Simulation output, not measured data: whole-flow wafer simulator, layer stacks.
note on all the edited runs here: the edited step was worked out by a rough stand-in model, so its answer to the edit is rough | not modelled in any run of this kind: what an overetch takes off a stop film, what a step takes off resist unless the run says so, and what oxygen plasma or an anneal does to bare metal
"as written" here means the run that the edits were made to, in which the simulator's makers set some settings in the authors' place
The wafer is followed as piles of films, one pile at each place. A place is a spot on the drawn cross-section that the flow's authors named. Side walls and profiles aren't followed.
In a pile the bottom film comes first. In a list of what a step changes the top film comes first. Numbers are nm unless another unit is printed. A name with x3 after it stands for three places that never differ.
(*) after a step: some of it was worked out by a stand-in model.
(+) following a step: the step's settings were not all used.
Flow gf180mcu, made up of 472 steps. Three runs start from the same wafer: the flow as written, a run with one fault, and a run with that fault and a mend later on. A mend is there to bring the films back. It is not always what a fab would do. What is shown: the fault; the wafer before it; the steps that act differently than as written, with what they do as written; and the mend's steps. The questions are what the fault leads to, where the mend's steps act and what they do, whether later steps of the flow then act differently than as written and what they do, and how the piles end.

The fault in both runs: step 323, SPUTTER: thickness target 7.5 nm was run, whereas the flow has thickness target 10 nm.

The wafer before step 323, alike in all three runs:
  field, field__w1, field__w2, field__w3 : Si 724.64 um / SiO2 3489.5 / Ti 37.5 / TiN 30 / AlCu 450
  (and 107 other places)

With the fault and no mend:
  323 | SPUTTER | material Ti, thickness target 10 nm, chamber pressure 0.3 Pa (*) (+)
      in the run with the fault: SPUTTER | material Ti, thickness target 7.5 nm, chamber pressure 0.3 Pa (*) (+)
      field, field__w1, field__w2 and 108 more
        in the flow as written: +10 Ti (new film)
        in the run with the fault: +7.5 Ti (new film)
  Steps further on in the flow that do not act as written (5 more steps, not shown, differ only slightly: by at most 2% or 0.5 nm, whichever is larger):
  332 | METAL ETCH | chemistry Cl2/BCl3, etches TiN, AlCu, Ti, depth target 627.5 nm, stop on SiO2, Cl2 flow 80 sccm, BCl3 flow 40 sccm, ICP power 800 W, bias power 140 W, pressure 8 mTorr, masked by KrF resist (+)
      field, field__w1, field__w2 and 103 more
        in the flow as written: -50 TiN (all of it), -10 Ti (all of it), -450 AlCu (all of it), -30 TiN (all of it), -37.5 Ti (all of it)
        in the run with the fault: -50 TiN (all of it), -7.5 Ti (all of it), -450 AlCu (all of it), -30 TiN (all of it), -37.5 Ti (all of it)
  The piles end different from the flow's at field__w8, contact, m1, m1__w1, m1_nw by more than 2% or 0.5 nm, whichever is larger.
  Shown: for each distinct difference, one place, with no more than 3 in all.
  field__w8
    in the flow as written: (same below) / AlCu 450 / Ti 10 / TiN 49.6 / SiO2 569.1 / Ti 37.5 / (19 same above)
    in the run with the fault: (same below) / AlCu 450 / Ti 7.5 / TiN 49.6 / SiO2 571.6 / Ti 37.5 / (19 same above)
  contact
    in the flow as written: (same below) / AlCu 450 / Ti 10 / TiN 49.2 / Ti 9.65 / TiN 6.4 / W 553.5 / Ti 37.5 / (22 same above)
    in the run with the fault: (same below) / AlCu 450 / Ti 7.5 / TiN 49.2 / Ti 9.64 / TiN 6.39 / W 556 / Ti 37.5 / (22 same above)

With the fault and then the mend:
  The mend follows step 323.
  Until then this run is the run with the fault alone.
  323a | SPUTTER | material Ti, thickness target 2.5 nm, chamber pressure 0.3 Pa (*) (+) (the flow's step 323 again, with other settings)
      field, field__w1, field__w2 and 108 more
        +2.5 Ti
  Every later step of the flow that is run acts as written at every place that is followed.
  At every place that both follow, the piles at the end match the flow's.
